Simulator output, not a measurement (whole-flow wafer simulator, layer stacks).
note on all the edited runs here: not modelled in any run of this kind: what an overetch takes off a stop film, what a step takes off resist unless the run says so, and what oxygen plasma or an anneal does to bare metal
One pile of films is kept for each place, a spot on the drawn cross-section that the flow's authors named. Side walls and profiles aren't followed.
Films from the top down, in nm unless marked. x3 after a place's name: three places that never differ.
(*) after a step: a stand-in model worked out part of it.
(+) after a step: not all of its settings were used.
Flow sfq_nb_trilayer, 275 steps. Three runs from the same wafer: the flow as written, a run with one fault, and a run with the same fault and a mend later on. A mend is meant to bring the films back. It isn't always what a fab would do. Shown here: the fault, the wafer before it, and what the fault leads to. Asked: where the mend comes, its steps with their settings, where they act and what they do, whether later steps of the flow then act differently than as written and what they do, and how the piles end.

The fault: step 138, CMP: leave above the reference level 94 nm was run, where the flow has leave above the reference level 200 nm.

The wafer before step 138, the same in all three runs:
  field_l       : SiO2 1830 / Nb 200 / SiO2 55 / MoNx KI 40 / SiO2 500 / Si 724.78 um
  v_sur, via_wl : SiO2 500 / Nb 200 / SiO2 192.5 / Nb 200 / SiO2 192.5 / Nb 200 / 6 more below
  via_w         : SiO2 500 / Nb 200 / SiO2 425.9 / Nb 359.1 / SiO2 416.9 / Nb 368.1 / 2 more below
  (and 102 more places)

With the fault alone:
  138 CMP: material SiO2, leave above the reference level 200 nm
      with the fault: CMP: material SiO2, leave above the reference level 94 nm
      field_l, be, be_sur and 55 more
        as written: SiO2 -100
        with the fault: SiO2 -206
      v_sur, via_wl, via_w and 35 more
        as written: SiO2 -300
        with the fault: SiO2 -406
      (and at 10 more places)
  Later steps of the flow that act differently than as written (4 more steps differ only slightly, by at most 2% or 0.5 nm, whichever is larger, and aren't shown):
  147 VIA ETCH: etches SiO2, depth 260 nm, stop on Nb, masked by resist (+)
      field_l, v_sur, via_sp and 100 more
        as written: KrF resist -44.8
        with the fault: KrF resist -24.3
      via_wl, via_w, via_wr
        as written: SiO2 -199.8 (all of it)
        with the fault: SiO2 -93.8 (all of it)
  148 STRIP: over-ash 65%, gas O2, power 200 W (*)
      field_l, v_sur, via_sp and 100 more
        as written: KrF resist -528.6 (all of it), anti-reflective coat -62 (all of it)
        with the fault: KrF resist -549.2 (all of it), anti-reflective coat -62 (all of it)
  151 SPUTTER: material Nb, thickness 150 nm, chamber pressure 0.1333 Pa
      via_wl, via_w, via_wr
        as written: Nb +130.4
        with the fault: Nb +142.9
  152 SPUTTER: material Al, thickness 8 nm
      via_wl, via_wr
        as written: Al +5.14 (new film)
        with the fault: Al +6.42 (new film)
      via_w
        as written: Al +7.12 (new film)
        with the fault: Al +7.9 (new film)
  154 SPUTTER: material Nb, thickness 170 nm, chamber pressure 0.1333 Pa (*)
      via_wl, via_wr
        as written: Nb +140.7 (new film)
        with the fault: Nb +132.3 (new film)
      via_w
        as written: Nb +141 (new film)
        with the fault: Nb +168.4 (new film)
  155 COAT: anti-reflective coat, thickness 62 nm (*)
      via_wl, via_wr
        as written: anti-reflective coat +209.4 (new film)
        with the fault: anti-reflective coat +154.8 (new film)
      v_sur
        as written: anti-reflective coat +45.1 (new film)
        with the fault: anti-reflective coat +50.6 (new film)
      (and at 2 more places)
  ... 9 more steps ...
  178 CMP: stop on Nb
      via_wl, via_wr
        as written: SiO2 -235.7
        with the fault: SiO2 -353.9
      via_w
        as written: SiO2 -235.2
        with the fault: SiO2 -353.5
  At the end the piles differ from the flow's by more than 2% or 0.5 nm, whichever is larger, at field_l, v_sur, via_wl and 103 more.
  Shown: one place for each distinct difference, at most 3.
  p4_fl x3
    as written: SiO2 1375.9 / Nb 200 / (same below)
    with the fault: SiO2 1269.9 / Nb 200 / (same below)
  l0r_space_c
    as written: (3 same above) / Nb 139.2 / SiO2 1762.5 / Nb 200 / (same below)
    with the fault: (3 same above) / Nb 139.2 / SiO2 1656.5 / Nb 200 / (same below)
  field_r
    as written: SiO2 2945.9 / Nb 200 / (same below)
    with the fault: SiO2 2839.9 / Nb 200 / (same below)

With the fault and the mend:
  The mend comes after step 139.
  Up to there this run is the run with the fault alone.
  139a PECVD: material SiO2, thickness 106 nm, 150 C, 23.56 s, RF power 183.3 W, pressure 2.4 Torr, precursor SiH4/N2O (the flow's step 137 once more, with other settings)
      field_l, v_sur, via_wl and 103 more
        SiO2 +106
  No later step of the flow acts differently than as written, at any place that is followed, by more than 2% or 0.5 nm, whichever is larger.
  At the end the piles are the same as the flow's at every place that both follow.
